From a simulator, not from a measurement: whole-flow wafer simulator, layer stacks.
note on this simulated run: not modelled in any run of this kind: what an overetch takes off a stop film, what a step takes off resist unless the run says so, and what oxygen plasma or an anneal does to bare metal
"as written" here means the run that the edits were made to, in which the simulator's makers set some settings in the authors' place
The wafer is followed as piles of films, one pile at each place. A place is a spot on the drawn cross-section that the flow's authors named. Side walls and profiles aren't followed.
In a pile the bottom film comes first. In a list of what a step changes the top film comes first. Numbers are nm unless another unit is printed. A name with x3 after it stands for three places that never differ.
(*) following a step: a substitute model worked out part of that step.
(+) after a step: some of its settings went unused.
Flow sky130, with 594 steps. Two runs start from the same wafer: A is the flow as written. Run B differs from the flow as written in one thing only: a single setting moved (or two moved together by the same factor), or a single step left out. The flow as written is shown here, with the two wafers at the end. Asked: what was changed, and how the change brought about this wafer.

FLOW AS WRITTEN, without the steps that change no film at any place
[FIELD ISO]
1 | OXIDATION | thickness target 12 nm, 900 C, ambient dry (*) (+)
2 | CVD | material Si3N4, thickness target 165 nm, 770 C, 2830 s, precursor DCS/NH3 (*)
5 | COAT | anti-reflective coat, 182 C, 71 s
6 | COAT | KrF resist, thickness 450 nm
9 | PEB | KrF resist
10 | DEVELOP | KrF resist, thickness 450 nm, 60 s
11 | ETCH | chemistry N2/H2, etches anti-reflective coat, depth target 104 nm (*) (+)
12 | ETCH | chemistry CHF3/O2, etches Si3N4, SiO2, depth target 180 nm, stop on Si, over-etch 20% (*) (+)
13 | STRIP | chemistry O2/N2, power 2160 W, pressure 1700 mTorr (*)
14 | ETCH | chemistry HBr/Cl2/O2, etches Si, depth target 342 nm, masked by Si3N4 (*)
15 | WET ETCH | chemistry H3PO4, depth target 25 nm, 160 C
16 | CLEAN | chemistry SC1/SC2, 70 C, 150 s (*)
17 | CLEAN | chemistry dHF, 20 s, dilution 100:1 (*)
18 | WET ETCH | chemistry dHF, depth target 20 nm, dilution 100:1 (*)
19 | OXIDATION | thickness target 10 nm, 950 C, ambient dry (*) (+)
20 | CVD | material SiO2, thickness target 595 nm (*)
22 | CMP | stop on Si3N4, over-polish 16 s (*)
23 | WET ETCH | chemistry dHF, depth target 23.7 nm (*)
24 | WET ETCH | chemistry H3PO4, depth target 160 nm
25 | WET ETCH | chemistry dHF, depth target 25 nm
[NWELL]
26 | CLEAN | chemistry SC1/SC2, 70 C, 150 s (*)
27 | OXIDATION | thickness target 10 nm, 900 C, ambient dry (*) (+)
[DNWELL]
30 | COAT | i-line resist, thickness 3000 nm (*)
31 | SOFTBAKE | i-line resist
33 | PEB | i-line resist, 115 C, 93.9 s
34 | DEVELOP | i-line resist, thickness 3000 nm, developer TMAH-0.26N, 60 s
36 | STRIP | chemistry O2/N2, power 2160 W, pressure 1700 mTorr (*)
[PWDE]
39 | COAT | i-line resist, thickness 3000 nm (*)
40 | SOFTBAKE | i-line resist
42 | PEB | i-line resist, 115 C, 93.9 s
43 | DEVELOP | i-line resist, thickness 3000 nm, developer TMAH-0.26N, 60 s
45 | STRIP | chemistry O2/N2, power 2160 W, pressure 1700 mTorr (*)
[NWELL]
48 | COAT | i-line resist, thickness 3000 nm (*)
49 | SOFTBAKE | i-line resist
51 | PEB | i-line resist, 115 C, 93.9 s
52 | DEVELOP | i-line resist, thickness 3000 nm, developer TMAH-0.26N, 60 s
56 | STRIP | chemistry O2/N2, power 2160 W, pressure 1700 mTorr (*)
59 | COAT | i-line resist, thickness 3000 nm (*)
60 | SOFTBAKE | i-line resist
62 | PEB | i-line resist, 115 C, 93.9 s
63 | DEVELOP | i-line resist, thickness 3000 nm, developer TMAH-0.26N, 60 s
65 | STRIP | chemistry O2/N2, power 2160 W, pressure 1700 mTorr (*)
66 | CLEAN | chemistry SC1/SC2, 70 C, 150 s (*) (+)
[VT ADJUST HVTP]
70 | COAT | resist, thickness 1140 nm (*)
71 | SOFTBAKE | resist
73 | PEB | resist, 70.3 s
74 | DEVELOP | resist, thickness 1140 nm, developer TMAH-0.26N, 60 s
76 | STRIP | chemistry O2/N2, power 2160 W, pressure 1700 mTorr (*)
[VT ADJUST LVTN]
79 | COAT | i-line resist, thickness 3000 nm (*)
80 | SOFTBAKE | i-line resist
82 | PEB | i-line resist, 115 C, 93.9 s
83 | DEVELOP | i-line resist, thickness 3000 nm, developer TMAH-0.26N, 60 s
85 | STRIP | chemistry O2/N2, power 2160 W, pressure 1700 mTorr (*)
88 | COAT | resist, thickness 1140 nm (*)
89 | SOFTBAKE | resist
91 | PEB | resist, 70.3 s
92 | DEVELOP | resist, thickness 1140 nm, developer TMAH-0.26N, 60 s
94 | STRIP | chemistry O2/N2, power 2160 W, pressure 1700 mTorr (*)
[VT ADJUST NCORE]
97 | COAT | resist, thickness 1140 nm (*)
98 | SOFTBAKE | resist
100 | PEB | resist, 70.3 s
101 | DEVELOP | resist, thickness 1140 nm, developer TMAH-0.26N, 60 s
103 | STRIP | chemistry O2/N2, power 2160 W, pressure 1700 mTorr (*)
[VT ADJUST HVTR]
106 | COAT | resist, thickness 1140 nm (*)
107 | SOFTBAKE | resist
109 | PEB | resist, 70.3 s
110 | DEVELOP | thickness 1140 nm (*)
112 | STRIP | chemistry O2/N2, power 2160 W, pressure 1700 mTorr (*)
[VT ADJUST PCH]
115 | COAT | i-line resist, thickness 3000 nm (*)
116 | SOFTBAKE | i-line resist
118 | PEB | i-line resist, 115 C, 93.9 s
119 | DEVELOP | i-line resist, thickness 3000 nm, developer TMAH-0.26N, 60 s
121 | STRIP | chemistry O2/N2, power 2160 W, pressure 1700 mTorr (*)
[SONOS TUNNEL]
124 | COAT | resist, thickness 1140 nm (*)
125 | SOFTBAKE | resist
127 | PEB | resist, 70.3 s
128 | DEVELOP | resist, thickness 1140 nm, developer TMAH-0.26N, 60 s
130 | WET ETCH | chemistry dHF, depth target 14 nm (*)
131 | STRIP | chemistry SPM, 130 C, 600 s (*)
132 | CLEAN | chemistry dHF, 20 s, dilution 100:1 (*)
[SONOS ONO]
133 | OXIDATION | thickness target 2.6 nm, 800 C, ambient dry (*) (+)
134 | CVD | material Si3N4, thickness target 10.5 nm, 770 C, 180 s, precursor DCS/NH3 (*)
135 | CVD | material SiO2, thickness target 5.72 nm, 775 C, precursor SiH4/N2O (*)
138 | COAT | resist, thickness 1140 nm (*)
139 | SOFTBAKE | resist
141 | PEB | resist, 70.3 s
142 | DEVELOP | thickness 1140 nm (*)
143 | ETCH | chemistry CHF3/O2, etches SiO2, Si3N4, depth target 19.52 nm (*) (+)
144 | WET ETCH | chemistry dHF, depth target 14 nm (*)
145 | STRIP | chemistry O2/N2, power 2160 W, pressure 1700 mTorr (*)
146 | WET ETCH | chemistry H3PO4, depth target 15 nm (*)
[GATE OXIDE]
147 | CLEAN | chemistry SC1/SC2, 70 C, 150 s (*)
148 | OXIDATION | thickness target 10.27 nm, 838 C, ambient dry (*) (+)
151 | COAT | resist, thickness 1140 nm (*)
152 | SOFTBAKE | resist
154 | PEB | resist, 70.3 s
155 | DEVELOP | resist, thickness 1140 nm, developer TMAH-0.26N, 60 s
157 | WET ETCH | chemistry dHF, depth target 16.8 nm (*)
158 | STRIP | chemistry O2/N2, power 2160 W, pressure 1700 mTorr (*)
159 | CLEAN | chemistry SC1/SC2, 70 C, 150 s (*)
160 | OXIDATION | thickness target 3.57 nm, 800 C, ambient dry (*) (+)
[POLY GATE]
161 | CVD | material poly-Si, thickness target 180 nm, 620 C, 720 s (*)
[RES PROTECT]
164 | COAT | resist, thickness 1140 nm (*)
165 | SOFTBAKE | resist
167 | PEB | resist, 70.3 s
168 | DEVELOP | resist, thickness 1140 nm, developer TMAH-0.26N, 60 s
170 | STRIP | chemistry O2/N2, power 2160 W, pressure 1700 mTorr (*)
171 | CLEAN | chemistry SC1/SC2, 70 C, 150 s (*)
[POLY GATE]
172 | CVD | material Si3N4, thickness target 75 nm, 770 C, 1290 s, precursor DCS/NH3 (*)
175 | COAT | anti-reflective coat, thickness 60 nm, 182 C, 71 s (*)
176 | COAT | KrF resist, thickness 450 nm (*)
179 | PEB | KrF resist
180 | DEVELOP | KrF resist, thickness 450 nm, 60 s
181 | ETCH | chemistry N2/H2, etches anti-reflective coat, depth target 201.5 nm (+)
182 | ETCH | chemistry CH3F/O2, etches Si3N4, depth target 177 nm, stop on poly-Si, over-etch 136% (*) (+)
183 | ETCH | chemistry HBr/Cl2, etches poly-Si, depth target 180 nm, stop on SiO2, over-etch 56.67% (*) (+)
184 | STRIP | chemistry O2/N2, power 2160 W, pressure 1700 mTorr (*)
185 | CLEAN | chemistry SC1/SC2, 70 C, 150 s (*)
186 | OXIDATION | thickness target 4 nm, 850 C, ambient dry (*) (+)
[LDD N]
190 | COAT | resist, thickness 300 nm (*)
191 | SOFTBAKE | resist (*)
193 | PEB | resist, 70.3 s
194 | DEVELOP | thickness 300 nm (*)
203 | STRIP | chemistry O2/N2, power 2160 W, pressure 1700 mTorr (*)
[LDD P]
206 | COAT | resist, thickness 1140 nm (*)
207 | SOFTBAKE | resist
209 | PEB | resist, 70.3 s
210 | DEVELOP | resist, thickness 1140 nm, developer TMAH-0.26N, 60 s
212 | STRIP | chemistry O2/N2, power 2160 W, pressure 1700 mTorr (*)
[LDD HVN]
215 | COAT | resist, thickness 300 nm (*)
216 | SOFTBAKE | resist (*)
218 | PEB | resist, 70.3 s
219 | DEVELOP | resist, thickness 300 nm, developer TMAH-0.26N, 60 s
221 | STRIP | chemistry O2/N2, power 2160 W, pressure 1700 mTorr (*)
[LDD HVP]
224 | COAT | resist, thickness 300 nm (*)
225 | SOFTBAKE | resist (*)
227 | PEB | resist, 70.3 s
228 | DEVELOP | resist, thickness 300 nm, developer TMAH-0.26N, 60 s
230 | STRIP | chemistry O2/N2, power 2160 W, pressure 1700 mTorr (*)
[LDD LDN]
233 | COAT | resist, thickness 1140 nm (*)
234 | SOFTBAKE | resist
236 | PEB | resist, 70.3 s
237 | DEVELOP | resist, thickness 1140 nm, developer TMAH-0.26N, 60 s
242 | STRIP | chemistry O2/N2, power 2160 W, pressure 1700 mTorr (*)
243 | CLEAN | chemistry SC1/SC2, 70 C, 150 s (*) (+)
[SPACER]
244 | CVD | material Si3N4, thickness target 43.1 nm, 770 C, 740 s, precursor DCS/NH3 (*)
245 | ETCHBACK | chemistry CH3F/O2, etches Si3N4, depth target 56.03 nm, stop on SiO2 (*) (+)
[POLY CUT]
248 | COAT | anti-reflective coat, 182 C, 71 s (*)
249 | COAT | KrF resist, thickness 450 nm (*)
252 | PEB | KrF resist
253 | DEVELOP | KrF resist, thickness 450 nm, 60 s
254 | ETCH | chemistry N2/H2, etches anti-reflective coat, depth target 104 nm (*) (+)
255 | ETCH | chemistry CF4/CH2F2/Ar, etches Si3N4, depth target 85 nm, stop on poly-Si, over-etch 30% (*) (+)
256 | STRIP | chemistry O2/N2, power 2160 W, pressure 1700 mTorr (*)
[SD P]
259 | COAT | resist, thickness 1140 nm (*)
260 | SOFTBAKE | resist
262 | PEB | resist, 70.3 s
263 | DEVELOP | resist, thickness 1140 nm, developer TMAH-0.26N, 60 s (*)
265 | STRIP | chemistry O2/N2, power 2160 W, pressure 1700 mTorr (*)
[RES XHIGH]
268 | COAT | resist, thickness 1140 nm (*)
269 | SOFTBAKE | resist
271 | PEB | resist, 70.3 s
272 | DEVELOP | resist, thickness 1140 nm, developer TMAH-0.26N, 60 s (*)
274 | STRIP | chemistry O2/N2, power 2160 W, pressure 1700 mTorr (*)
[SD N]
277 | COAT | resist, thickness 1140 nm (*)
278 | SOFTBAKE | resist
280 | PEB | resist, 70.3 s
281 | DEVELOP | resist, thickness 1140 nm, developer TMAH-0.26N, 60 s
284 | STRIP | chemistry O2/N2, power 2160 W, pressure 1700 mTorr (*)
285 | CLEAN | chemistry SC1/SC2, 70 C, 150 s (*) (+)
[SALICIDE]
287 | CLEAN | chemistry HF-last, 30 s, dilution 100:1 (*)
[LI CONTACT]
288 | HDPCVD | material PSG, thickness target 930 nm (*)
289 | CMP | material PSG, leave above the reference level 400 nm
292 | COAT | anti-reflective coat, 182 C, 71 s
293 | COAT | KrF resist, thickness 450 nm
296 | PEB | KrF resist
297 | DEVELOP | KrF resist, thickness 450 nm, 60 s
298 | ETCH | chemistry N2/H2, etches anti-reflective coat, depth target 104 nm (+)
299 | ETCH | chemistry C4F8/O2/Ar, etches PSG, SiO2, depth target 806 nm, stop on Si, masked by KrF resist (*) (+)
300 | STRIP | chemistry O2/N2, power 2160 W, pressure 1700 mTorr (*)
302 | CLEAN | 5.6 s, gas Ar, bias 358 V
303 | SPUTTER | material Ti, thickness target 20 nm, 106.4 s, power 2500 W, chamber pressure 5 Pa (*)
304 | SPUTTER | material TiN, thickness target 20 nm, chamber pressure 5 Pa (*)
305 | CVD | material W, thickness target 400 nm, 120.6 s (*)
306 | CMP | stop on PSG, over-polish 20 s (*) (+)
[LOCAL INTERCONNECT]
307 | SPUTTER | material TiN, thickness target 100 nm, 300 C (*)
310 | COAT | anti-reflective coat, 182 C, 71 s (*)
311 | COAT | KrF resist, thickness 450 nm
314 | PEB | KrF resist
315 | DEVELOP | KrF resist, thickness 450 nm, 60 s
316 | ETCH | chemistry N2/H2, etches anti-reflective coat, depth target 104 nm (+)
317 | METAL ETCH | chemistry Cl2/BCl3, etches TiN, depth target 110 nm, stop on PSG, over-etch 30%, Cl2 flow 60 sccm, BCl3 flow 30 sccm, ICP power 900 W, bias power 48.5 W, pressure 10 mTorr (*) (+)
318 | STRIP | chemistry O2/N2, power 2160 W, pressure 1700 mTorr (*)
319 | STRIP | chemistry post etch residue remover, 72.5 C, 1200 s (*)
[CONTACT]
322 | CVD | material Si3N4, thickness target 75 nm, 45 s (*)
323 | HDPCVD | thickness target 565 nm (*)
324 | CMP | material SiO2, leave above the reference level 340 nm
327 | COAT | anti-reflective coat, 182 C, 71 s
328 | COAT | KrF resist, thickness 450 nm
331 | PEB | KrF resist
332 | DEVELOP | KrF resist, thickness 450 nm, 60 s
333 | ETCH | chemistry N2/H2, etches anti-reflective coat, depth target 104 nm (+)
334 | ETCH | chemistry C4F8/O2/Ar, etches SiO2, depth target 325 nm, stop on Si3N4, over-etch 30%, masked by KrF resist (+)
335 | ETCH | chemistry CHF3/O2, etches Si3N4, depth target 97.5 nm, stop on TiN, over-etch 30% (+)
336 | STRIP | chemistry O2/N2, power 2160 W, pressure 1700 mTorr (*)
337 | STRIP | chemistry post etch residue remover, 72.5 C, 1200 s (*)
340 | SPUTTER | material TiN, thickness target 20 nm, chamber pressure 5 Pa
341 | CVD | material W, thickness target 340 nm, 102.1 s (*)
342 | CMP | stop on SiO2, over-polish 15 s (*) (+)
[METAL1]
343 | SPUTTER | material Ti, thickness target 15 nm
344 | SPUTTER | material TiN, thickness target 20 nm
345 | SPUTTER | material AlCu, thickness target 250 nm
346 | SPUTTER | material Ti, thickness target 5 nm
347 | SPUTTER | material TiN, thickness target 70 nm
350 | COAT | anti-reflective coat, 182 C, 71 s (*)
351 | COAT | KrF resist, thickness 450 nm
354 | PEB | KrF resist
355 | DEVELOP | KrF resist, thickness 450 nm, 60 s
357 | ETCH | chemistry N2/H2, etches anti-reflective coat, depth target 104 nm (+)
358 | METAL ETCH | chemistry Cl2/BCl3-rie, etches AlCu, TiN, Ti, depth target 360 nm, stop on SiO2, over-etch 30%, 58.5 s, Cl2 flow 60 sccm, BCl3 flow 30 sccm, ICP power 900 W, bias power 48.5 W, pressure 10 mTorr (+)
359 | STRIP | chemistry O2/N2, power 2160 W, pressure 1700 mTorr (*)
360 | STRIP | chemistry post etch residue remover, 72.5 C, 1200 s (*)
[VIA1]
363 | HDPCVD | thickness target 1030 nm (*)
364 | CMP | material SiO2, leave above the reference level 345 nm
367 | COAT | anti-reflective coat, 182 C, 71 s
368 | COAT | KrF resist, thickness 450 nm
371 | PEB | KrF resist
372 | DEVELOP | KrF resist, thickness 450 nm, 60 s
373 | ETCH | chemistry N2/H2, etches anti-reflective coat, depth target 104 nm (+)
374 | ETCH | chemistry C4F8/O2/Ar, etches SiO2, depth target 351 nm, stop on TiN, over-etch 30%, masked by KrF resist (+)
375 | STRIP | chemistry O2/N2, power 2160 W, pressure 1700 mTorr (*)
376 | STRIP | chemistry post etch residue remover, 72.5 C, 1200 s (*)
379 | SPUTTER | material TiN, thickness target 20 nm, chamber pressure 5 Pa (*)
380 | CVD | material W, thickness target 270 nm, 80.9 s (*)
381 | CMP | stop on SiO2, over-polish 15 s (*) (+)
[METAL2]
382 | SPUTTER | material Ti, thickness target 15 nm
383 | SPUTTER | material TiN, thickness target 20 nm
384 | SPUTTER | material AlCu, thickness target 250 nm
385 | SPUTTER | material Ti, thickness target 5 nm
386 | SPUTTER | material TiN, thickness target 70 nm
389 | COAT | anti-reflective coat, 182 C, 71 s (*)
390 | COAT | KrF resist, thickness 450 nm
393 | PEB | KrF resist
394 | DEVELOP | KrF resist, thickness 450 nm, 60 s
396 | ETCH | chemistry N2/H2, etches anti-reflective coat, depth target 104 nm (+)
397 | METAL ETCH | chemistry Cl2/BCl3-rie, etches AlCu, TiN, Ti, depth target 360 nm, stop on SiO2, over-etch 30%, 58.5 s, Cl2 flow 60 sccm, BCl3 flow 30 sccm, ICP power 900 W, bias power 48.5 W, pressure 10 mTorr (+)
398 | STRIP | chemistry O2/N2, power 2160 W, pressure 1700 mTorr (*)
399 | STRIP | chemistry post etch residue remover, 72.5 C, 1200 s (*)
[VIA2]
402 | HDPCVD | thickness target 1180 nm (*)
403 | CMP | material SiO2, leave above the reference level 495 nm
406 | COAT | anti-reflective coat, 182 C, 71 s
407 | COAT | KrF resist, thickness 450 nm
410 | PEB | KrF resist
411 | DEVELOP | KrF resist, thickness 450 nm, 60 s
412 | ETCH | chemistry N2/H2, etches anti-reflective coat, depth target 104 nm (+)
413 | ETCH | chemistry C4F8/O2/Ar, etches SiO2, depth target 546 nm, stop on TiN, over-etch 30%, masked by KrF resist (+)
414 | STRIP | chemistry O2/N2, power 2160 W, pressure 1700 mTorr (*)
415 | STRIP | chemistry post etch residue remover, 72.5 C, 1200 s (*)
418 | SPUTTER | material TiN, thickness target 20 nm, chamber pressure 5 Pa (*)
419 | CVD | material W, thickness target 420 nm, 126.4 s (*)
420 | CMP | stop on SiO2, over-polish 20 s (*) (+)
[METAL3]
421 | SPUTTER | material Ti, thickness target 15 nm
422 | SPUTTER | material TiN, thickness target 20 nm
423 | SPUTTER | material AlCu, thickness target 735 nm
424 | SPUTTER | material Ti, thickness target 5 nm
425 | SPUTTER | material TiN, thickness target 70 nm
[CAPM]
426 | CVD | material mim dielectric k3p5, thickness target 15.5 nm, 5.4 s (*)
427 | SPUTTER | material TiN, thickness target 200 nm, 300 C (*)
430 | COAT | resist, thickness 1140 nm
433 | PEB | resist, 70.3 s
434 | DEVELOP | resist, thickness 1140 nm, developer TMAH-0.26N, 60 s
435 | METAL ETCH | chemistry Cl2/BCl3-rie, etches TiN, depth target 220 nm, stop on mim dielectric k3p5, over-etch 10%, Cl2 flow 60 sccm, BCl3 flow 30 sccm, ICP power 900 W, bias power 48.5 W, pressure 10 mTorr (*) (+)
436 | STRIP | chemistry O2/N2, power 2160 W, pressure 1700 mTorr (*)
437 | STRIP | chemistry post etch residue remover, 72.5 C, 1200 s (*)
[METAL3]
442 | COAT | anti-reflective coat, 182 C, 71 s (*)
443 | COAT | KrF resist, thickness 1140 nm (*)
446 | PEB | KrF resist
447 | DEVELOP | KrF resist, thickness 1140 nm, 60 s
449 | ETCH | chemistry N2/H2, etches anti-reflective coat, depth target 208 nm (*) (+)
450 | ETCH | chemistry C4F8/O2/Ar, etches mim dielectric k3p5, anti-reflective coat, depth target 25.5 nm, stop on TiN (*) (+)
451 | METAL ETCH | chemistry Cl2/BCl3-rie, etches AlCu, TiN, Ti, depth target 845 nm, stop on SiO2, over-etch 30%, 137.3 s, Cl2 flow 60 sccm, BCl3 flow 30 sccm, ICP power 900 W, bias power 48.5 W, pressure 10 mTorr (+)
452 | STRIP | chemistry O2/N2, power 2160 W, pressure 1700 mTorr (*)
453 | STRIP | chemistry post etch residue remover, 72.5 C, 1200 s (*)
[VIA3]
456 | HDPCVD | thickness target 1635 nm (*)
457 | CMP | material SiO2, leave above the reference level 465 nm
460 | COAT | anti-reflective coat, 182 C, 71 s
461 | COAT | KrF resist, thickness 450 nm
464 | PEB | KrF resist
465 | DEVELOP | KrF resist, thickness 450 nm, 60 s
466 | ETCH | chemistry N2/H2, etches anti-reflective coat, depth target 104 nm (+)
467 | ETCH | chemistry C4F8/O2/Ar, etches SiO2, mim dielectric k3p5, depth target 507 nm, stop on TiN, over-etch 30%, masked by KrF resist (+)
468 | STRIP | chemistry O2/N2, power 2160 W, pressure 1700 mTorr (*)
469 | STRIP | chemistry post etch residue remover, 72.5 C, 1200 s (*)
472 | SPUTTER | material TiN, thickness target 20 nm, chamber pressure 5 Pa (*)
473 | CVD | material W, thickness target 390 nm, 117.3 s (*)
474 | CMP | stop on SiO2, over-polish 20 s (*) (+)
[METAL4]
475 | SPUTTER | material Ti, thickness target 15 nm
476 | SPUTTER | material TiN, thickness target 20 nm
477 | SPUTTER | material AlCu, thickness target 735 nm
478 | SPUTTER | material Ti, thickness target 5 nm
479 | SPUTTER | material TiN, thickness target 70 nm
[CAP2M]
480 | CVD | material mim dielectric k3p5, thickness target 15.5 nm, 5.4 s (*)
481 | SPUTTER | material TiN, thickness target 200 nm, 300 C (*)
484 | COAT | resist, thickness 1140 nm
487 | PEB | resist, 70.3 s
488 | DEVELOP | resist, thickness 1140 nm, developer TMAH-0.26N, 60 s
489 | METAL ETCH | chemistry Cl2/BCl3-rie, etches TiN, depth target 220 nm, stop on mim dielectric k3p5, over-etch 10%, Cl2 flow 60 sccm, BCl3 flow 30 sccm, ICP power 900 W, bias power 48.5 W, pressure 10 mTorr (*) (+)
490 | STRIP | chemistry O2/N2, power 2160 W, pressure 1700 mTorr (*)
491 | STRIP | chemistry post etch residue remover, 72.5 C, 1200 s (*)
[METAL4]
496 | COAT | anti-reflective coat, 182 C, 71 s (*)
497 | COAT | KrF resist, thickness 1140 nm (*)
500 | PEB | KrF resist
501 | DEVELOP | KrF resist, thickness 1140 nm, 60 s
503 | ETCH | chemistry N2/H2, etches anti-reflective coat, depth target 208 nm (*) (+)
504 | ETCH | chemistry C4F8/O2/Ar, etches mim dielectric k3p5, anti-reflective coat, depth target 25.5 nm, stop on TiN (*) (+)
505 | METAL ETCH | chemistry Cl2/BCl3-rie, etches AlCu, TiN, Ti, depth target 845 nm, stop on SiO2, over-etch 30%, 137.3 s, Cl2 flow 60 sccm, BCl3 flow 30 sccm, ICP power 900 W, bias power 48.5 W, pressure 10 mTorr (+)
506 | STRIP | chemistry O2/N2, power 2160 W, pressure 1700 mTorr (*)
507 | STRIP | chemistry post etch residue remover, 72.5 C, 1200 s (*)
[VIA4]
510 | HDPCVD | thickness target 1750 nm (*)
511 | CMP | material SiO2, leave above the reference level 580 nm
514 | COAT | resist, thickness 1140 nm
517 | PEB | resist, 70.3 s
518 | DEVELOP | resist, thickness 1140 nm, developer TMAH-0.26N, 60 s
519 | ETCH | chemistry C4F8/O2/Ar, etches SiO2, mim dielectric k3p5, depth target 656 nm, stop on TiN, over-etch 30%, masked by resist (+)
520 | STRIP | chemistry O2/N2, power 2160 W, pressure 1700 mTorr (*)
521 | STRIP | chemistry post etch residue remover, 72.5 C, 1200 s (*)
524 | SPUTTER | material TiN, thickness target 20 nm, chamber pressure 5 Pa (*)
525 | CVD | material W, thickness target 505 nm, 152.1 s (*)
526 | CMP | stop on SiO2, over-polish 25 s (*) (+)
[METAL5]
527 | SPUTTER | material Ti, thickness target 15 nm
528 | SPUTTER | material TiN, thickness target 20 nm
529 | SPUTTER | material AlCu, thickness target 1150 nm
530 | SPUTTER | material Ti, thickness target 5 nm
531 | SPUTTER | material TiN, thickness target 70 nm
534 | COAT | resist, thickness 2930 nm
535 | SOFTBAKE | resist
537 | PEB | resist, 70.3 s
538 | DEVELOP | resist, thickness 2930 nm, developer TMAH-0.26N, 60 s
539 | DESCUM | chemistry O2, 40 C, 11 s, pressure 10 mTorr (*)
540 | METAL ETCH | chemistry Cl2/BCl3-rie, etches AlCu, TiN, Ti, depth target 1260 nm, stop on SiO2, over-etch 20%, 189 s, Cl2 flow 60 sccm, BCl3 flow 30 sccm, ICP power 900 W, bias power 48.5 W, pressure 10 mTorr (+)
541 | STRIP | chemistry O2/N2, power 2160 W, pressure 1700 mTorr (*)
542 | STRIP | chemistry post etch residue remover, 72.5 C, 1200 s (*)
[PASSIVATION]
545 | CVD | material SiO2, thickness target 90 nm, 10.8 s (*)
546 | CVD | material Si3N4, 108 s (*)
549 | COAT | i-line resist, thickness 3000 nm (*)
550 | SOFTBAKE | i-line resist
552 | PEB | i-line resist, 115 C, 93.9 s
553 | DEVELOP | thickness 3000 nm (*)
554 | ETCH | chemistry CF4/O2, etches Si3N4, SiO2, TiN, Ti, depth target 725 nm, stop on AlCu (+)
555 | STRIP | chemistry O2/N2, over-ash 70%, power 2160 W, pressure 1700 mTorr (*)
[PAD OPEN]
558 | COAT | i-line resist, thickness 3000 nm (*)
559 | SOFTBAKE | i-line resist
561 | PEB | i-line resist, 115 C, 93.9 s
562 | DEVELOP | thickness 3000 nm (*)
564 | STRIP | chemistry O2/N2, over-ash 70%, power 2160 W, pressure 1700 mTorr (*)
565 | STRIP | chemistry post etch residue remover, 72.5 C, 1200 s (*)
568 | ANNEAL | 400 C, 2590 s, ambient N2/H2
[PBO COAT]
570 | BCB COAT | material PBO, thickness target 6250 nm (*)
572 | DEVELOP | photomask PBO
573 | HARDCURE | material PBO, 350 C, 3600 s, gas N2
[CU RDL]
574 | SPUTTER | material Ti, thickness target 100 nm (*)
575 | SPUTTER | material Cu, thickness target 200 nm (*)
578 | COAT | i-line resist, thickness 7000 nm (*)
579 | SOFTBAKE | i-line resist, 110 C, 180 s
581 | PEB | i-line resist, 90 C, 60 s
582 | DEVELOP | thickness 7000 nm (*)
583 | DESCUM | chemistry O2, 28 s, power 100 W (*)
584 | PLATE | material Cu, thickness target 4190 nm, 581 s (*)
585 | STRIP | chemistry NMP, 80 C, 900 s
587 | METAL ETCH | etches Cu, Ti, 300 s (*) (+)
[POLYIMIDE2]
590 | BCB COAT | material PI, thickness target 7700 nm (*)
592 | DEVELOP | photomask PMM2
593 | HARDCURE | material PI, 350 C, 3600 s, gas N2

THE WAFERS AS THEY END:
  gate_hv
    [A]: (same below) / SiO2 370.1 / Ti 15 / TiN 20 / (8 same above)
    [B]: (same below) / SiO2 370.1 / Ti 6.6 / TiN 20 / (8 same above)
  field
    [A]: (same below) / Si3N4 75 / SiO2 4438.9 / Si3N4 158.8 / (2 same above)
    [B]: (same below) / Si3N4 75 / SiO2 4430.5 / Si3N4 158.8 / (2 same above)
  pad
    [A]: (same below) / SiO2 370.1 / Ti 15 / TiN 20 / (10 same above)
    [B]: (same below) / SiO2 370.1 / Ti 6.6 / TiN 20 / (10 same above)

Cause: step 475, SPUTTER: thickness target 6.6 nm was run, while the flow as written has thickness target 15 nm.
One can read it off the wafer: gate_hv has Ti 6.6, and step 475 as written asks for 15 nm.

The path from the change to this, step by step:
  475 | SPUTTER | material Ti, thickness target 15 nm
      field, active, n_well and 189 more: A Ti gains 15 (new film) | B Ti gains 6.6 (new film)
  505 | METAL ETCH | chemistry Cl2/BCl3-rie, etches AlCu, TiN, Ti, depth target 845 nm, stop on SiO2, over-etch 30%, 137.3 s, Cl2 flow 60 sccm, BCl3 flow 30 sccm, ICP power 900 W, bias power 48.5 W, pressure 10 mTorr (+)
      field, gate, spacer and 68 more: A TiN loses 70 (all of it), Ti loses 5 (all of it), AlCu loses 735 (all of it), TiN loses 20 (all of it), Ti loses 15 (all of it), SiO2 loses 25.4 | B TiN loses 70 (all of it), Ti loses 5 (all of it), AlCu loses 735 (all of it), TiN loses 20 (all of it), Ti loses 6.6 (all of it), SiO2 loses 26.2
      active, vpp_iso1, mim_edge_plate and 14 more: A TiN loses 70 (all of it), Ti loses 5 (all of it), AlCu loses 735 (all of it), TiN loses 20 (all of it), Ti loses 15 (all of it), SiO2 loses 25.3 | B TiN loses 70 (all of it), Ti loses 5 (all of it), AlCu loses 735 (all of it), TiN loses 20 (all of it), Ti loses 6.6 (all of it), SiO2 loses 26.2
